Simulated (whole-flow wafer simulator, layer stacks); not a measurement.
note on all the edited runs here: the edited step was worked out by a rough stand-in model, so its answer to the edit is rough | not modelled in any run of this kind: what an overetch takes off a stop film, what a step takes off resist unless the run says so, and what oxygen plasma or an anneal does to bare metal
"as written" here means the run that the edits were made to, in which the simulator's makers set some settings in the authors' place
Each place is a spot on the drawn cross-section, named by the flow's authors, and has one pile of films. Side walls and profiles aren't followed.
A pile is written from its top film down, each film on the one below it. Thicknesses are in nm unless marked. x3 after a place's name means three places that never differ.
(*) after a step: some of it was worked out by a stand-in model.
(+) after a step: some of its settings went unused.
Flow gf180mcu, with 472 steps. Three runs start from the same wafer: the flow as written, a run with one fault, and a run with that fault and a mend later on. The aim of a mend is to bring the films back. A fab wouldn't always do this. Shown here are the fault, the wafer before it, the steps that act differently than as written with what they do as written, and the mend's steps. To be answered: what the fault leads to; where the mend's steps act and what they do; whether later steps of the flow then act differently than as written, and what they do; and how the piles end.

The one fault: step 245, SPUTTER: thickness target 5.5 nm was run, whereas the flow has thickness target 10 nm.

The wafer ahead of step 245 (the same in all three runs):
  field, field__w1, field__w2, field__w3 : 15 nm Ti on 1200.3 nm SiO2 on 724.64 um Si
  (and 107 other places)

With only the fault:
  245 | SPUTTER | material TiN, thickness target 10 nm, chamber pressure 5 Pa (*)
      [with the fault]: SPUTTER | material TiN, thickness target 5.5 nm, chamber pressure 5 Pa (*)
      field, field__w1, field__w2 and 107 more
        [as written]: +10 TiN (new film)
        [with the fault]: +5.5 TiN (new film)
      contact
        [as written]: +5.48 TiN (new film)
        [with the fault]: +3.02 TiN (new film)
  Steps further on in the flow that do not act as written (1 more step, not shown, differs only slightly: by at most 2% or 0.5 nm, whichever is larger):
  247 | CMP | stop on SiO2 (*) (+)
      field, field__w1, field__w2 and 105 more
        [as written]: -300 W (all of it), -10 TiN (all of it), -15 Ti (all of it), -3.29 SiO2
        [with the fault]: -300 W (all of it), -5.5 TiN (all of it), -15 Ti (all of it), -3.25 SiO2
  By the end, the piles at contact, polyc_n, polyc_p depart from the flow's by more than 2% or 0.5 nm, whichever is larger.
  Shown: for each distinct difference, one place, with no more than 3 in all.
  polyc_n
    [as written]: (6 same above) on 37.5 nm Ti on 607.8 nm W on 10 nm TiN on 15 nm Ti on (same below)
    [with the fault]: (6 same above) on 37.5 nm Ti on 612.3 nm W on 5.5 nm TiN on 15 nm Ti on (same below)
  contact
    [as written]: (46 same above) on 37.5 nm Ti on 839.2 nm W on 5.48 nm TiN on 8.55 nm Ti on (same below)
    [with the fault]: (46 same above) on 37.5 nm Ti on 841.7 nm W on 3.02 nm TiN on 8.55 nm Ti on (same below)

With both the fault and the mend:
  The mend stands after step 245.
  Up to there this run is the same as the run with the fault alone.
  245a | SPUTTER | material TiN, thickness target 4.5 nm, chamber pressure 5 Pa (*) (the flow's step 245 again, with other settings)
      field, field__w1, field__w2 and 107 more
        +4.5 TiN
      contact
        +2.46 TiN
  None of the later steps of the flow acts differently than as written at any place that is followed.
  By the end, the piles equal the flow's at every place that both follow.
